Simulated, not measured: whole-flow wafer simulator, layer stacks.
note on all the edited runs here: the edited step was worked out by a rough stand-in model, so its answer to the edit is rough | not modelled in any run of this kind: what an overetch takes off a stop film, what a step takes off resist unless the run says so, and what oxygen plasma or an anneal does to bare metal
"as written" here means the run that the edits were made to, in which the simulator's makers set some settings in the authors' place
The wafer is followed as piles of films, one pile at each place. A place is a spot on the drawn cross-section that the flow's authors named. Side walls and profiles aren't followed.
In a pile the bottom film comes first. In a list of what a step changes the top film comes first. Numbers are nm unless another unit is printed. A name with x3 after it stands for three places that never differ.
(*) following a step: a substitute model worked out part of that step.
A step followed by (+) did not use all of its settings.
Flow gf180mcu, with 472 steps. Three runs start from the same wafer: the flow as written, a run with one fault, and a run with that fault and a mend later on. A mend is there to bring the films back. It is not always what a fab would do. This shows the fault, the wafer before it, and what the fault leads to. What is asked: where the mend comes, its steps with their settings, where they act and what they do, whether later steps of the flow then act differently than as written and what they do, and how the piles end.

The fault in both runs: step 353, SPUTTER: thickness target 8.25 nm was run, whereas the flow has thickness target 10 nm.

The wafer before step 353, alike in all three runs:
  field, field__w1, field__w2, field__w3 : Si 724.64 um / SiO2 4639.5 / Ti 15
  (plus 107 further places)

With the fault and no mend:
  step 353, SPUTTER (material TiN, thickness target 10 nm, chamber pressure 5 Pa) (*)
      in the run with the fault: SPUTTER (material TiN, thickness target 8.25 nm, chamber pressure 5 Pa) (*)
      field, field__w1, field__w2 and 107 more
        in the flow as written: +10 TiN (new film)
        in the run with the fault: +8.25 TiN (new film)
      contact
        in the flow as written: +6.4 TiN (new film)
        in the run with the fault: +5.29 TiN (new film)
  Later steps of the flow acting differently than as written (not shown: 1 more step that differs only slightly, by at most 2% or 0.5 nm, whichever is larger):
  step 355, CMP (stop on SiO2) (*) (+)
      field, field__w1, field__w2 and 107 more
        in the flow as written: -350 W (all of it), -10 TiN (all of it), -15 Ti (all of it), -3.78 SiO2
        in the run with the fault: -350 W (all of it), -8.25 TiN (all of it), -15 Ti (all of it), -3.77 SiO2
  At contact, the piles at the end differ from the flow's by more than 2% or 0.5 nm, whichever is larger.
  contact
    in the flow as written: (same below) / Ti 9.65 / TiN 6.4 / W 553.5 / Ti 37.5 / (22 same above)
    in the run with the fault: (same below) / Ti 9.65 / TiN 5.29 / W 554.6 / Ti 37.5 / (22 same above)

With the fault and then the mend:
  The mend stands after step 353.
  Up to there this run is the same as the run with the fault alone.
  step 353a, SPUTTER (material TiN, thickness target 1.75 nm, chamber pressure 5 Pa) (*) (the flow's step 353, run once more with other settings)
      field, field__w1, field__w2 and 107 more
        +1.75 TiN
      contact
        +1.12 TiN
  None of the later steps of the flow acts differently than as written at any place that is followed.
  The piles end the same as the flow's at every place that both follow.
